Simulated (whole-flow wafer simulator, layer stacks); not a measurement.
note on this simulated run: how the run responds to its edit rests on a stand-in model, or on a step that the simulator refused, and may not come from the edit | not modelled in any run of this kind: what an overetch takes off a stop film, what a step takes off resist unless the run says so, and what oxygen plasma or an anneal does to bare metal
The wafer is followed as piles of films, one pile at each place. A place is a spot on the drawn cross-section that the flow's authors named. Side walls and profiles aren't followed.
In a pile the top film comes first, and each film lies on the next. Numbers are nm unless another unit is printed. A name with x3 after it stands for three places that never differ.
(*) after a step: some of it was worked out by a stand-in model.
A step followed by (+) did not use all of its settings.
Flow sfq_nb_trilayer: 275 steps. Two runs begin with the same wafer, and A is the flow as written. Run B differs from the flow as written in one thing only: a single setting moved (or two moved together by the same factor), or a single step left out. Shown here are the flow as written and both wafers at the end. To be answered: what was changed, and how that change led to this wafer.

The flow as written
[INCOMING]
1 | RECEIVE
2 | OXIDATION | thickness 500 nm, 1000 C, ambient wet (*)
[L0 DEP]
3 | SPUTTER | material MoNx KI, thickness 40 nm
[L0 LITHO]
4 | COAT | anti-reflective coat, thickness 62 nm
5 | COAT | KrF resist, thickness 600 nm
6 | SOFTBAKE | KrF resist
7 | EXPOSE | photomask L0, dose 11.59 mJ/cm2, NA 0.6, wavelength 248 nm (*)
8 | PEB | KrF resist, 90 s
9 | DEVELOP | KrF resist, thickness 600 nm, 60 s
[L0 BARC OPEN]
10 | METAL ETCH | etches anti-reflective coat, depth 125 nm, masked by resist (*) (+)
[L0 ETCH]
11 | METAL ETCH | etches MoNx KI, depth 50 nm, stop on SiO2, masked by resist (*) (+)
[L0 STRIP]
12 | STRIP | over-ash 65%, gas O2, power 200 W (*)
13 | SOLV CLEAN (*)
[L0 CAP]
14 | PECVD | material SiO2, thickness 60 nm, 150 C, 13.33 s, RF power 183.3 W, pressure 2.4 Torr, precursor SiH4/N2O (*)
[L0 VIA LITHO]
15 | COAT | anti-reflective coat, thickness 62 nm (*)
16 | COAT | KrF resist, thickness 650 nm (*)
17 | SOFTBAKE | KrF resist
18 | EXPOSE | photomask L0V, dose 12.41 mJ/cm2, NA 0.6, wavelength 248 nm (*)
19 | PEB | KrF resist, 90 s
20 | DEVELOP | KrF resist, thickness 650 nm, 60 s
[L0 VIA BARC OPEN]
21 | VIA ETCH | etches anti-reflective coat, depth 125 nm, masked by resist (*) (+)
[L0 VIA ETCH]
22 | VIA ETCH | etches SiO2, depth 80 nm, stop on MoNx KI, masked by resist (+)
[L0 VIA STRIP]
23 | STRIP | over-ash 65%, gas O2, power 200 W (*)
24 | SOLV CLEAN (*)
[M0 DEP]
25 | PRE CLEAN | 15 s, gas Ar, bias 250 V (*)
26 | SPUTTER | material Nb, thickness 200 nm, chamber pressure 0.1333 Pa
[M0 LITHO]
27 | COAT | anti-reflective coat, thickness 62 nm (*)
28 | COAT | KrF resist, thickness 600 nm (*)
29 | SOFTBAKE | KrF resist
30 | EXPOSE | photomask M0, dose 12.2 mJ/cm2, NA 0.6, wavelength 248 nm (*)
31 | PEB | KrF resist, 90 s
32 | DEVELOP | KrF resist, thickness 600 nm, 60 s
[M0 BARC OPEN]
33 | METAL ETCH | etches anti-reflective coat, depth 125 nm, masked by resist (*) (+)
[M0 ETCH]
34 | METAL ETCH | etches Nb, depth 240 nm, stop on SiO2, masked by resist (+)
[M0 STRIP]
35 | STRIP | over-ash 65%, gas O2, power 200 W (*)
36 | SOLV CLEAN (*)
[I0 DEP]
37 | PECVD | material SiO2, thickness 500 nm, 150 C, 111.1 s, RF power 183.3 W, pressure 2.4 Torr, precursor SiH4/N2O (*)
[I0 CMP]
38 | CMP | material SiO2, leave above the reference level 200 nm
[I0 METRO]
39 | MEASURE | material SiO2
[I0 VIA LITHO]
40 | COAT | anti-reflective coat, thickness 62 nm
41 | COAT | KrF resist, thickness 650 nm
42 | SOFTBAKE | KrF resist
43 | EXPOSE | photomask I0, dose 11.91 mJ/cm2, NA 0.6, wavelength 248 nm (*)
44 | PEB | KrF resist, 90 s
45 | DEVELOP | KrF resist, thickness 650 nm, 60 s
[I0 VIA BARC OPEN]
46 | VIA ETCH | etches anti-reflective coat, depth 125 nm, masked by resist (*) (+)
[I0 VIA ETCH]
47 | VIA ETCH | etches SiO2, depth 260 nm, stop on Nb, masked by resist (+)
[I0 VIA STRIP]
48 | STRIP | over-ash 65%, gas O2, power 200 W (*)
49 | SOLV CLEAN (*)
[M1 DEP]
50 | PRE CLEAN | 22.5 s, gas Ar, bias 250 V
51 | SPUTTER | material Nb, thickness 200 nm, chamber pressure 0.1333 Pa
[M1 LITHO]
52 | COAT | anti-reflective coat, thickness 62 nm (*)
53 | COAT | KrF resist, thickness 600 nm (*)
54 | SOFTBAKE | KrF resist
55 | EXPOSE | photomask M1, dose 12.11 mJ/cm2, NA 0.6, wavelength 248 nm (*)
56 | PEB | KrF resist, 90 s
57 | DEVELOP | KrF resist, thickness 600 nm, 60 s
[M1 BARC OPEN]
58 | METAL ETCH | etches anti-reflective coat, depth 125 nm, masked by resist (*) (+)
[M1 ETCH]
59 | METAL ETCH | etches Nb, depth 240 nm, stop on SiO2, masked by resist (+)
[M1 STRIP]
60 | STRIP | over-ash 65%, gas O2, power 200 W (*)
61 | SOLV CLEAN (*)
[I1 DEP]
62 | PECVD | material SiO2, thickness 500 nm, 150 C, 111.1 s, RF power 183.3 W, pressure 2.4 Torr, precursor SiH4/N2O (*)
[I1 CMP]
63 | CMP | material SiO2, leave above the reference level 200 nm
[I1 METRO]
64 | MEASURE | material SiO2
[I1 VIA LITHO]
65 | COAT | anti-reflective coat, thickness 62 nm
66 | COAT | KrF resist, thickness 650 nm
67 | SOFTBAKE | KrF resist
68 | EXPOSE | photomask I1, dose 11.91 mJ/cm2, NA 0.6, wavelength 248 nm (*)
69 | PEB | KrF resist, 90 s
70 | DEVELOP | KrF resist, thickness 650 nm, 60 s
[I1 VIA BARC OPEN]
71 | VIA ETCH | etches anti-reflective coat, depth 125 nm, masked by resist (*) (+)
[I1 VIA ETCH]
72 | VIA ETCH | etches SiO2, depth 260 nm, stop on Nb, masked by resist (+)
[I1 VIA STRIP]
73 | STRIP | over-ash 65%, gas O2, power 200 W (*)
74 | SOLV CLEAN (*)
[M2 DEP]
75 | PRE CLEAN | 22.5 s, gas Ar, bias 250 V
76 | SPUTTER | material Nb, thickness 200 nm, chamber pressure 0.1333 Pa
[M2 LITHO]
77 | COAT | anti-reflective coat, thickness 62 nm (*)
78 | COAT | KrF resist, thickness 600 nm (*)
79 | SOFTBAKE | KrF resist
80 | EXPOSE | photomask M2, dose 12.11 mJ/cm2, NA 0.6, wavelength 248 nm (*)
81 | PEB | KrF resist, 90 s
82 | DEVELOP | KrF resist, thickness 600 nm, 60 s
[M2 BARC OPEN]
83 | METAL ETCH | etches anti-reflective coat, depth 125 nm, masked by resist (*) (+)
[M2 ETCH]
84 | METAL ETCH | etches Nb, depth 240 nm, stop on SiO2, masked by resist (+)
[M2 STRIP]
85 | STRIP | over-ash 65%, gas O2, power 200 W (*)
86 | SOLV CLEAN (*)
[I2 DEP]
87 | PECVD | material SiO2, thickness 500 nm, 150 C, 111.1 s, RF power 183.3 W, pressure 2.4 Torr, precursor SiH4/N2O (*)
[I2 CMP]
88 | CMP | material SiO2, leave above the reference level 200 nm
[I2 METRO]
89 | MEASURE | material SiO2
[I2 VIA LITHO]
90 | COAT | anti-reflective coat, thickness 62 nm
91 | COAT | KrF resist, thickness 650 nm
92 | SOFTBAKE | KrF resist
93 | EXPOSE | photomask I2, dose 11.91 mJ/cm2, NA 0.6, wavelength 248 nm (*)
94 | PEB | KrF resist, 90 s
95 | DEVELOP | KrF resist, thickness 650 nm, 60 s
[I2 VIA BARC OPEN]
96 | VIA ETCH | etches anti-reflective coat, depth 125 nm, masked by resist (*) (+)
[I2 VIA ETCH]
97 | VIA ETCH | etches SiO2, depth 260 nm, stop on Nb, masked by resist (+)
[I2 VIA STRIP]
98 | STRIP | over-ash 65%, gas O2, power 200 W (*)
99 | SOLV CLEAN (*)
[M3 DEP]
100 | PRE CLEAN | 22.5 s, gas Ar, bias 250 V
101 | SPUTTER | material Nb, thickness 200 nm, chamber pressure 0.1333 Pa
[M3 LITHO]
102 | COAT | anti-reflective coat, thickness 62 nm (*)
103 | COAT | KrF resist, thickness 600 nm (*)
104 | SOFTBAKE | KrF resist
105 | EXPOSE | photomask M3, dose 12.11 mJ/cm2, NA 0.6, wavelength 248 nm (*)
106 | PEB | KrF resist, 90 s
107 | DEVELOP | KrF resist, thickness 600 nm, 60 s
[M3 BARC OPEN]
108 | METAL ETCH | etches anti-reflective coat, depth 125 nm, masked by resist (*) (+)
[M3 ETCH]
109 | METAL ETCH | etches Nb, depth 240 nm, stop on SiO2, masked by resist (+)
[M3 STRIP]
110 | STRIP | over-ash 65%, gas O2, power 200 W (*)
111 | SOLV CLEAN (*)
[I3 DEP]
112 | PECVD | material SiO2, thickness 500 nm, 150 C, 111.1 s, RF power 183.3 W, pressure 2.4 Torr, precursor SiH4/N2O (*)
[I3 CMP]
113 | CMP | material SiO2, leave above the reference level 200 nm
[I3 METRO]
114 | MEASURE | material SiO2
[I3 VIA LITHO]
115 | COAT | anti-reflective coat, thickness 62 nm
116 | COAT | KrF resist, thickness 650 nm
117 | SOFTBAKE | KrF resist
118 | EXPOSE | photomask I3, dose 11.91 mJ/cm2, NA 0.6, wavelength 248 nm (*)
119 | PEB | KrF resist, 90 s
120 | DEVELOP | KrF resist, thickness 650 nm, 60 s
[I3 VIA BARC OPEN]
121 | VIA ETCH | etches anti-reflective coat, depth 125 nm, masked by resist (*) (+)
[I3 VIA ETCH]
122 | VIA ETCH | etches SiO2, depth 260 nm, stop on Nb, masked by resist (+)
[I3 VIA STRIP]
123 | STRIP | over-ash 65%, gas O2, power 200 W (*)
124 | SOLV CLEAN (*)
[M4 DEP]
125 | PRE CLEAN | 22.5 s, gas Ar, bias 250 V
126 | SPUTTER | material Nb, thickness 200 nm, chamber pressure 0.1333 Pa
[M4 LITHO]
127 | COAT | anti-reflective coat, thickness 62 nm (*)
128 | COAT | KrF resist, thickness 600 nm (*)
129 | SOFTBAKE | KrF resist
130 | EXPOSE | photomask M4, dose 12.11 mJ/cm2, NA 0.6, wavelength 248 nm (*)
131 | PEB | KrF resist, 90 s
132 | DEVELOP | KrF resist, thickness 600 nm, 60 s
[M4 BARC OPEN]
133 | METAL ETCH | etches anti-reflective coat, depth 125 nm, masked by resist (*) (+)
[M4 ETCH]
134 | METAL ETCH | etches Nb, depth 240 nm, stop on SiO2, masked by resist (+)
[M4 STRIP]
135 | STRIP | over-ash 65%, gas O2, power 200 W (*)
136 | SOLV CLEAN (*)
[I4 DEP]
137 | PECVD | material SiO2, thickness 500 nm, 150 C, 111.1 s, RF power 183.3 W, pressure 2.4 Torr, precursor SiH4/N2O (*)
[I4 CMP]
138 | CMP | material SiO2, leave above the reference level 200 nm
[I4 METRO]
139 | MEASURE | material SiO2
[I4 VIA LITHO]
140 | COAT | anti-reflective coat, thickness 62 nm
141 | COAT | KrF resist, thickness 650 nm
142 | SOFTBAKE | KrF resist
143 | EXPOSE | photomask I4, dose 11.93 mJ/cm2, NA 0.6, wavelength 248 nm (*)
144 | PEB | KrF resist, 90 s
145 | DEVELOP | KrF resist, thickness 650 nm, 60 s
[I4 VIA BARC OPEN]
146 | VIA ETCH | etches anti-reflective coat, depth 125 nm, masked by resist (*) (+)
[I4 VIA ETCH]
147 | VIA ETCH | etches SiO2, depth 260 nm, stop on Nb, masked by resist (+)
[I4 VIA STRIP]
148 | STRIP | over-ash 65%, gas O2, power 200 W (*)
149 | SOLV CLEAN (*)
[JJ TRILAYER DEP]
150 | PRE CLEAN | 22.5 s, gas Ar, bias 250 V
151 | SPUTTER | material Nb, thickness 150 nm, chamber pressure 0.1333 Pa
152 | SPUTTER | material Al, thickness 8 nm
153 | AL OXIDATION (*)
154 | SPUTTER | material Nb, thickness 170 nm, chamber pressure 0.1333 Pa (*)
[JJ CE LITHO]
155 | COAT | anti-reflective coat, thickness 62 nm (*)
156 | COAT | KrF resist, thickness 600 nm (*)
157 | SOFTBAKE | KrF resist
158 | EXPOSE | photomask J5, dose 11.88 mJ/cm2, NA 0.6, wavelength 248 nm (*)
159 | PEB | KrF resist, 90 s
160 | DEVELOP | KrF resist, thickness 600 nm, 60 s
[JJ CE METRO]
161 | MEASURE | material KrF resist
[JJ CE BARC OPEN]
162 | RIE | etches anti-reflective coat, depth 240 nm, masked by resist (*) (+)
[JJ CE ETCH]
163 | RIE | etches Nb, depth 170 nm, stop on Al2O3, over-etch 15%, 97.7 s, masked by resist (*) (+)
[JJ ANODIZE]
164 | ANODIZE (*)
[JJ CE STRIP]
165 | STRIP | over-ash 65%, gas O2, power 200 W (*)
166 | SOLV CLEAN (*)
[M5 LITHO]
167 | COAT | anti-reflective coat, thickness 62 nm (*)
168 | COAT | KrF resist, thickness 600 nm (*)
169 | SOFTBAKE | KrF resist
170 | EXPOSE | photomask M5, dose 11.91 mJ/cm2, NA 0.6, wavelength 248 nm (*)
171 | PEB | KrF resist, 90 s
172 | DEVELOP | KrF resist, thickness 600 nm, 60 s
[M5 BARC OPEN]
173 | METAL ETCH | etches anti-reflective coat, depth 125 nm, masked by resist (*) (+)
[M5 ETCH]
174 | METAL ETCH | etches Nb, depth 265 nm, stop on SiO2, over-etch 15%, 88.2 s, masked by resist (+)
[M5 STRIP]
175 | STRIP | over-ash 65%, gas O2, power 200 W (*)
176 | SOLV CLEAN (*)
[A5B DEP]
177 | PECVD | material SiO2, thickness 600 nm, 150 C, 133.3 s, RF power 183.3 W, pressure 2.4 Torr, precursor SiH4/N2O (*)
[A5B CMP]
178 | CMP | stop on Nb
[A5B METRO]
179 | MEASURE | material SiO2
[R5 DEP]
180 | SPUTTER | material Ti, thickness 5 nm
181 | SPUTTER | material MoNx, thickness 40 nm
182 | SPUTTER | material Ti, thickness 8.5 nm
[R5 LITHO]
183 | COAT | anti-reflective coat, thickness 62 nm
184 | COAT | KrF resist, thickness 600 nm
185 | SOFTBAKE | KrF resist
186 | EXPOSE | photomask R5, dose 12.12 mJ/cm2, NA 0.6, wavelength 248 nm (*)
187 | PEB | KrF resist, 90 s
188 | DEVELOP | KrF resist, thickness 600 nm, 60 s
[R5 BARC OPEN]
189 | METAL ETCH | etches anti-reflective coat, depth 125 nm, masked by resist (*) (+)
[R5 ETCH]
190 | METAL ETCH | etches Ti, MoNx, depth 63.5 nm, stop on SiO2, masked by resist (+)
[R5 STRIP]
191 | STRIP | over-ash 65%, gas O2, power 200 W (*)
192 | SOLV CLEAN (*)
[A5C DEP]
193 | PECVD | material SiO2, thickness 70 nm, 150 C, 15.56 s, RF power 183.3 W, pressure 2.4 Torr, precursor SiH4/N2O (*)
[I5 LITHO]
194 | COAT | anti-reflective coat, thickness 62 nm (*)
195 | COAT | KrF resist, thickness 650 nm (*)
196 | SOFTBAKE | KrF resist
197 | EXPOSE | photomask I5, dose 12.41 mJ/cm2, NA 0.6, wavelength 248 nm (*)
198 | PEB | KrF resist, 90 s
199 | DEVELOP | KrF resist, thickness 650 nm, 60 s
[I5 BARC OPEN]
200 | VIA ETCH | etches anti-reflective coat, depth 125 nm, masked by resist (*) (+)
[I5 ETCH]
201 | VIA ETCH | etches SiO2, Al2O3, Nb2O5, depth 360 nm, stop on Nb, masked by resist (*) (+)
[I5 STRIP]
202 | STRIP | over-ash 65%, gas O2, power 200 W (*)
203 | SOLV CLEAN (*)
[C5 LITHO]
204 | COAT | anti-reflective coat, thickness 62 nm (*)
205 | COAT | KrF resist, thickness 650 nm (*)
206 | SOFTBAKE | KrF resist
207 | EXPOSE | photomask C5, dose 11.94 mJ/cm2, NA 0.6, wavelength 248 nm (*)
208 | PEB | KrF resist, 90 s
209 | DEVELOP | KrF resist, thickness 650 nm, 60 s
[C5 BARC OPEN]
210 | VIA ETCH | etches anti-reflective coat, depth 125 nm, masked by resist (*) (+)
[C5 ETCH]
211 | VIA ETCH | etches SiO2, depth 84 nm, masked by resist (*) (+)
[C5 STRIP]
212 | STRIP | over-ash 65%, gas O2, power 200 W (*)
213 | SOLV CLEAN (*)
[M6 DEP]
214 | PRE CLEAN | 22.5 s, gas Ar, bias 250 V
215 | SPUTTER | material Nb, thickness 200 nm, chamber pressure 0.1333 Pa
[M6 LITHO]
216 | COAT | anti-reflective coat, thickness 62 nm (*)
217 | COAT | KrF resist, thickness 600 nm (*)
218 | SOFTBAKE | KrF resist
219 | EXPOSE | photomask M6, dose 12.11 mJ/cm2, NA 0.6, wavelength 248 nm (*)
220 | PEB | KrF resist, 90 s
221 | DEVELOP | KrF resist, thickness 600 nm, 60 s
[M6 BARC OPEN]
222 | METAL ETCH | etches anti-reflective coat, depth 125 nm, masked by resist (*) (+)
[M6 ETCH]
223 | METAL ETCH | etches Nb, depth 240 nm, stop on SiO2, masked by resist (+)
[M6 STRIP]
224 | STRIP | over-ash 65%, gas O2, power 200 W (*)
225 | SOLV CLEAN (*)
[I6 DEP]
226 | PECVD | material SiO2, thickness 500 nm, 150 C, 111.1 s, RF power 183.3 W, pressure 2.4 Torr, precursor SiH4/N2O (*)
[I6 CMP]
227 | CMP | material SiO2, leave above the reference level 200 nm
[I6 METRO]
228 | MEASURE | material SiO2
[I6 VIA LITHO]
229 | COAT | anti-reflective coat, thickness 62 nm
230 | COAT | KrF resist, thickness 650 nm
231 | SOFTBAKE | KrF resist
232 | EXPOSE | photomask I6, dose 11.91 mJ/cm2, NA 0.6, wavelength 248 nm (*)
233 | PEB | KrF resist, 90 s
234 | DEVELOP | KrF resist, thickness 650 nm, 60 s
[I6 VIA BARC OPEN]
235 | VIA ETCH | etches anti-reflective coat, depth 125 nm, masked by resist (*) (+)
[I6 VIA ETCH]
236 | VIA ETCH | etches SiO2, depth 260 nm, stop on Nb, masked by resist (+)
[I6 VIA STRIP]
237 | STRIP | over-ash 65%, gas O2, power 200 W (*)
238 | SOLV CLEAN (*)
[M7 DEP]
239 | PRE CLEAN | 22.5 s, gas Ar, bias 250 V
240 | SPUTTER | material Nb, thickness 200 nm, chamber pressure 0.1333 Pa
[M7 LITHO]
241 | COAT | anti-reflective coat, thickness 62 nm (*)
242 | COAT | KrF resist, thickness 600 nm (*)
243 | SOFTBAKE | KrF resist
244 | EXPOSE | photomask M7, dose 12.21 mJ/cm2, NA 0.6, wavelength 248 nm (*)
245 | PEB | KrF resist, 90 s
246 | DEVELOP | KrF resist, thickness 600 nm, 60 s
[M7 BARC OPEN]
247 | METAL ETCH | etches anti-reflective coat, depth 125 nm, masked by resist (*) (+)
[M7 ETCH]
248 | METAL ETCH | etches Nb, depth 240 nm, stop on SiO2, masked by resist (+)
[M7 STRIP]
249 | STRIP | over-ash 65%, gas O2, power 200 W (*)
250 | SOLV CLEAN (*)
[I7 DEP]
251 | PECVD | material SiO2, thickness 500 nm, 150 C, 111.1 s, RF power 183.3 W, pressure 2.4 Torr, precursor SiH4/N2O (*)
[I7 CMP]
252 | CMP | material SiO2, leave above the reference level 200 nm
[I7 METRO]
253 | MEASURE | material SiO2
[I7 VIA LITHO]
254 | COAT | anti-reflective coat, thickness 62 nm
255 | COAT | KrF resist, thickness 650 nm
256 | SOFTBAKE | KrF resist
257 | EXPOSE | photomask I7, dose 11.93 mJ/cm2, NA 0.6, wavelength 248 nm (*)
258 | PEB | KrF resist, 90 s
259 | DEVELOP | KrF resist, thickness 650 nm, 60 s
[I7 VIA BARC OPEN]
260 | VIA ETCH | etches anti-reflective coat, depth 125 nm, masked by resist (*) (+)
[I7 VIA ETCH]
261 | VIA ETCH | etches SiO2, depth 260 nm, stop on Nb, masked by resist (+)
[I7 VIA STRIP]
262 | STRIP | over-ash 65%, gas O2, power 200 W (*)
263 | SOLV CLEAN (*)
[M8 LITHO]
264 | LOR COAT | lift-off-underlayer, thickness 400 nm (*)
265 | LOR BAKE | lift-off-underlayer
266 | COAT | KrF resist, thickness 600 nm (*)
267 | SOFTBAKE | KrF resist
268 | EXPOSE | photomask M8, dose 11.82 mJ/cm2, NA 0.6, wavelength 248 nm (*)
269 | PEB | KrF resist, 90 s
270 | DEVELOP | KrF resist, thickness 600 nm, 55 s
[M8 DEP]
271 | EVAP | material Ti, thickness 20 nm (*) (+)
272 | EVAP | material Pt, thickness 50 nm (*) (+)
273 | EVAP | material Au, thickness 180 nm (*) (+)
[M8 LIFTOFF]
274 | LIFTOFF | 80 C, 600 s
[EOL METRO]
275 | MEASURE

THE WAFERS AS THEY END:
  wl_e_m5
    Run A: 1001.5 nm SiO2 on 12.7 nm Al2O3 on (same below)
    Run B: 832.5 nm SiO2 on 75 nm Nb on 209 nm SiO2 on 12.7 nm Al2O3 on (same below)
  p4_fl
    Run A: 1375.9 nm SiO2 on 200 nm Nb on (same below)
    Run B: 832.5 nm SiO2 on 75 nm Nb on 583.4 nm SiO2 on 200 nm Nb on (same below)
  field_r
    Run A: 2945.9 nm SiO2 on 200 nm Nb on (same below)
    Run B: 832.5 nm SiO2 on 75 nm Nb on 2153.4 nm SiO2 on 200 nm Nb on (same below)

Cause: step 215, SPUTTER: thickness 315 nm was run, though the flow has thickness 200 nm.

How this came from the change, step by step:
  215 | SPUTTER | material Nb, thickness 200 nm, chamber pressure 0.1333 Pa
      field_l, v_sur, via_wl and 100 more: A Nb gains 200 (new film) | B Nb gains 315 (new film)
      be: A Nb gains 147.3 | B Nb gains 230.1
      (and at 2 other places as well)
  216 | COAT | anti-reflective coat, thickness 62 nm (*)
      be: A anti-reflective coat gains 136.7 (new film) | B anti-reflective coat gains 148.8 (new film)
      be_sur: A anti-reflective coat gains 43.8 (new film) | B anti-reflective coat gains 45.2 (new film)
      (and at 1 other place as well)
  217 | COAT | KrF resist, thickness 600 nm (*)
      be: A KrF resist gains 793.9 (new film) | B KrF resist gains 811.4 (new film)
  223 | METAL ETCH | etches Nb, depth 240 nm, stop on SiO2, masked by resist (+)
      field_l, gap, moat and 76 more: A Nb loses 200 (all of it) | B Nb loses 240
  224 | STRIP | over-ash 65%, gas O2, power 200 W (*)
      be: A KrF resist loses 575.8 (all of it), anti-reflective coat loses 136.7 (all of it) | B KrF resist loses 593.2 (all of it), anti-reflective coat loses 148.8 (all of it)
      be_sur: A KrF resist loses 371.2 (all of it), anti-reflective coat loses 43.8 (all of it) | B KrF resist loses 368.2 (all of it), anti-reflective coat loses 45.2 (all of it)
      (and at 1 other place as well)
  226 | PECVD | material SiO2, thickness 500 nm, 150 C, 111.1 s, RF power 183.3 W, pressure 2.4 Torr, precursor SiH4/N2O (*)
      field_l, p4_fl, p4_fm and 62 more: A SiO2 gains 500 | B SiO2 gains 500 (new film)
      moat, field_r, lsp_l, ln_m5, lsp_m: A SiO2 gains 493.6 | B SiO2 gains 492.3 (new film)
      (and at 10 other places as well)
  227 | CMP | material SiO2, leave above the reference level 200 nm
      field_l, p4_fl, p4_fm and 59 more: A SiO2 loses 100 | B SiO2 loses 60
      moat, field_r, lsp_l, ln_m5, lsp_m: A SiO2 loses 93.6 | B SiO2 loses 52.3
      (and at 9 other places as well)
Taking metal films that touch as one body, wl_e_m5 has 7 bodies (between them, from the top down: SiO2 209 / Al2O3 12.7 / Nb2O5 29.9; SiO2 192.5; SiO2 192.5; SiO2 192.5; SiO2 192.5; SiO2 192.5); the flow as written gives 6 bodies (between them, from the top down: SiO2 192.5; SiO2 192.5; SiO2 192.5; SiO2 192.5; SiO2 192.5).
Taking metal films that touch as one body, p4_fl has 3 bodies (between them, from the top down: SiO2 583.4; SiO2 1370); the flow as written gives 2 bodies (between them, from the top down: SiO2 1370).
Taking metal films that touch as one body, field_r has 2 bodies (between them, from the top down: SiO2 2153.4); the flow as written gives 1 body.
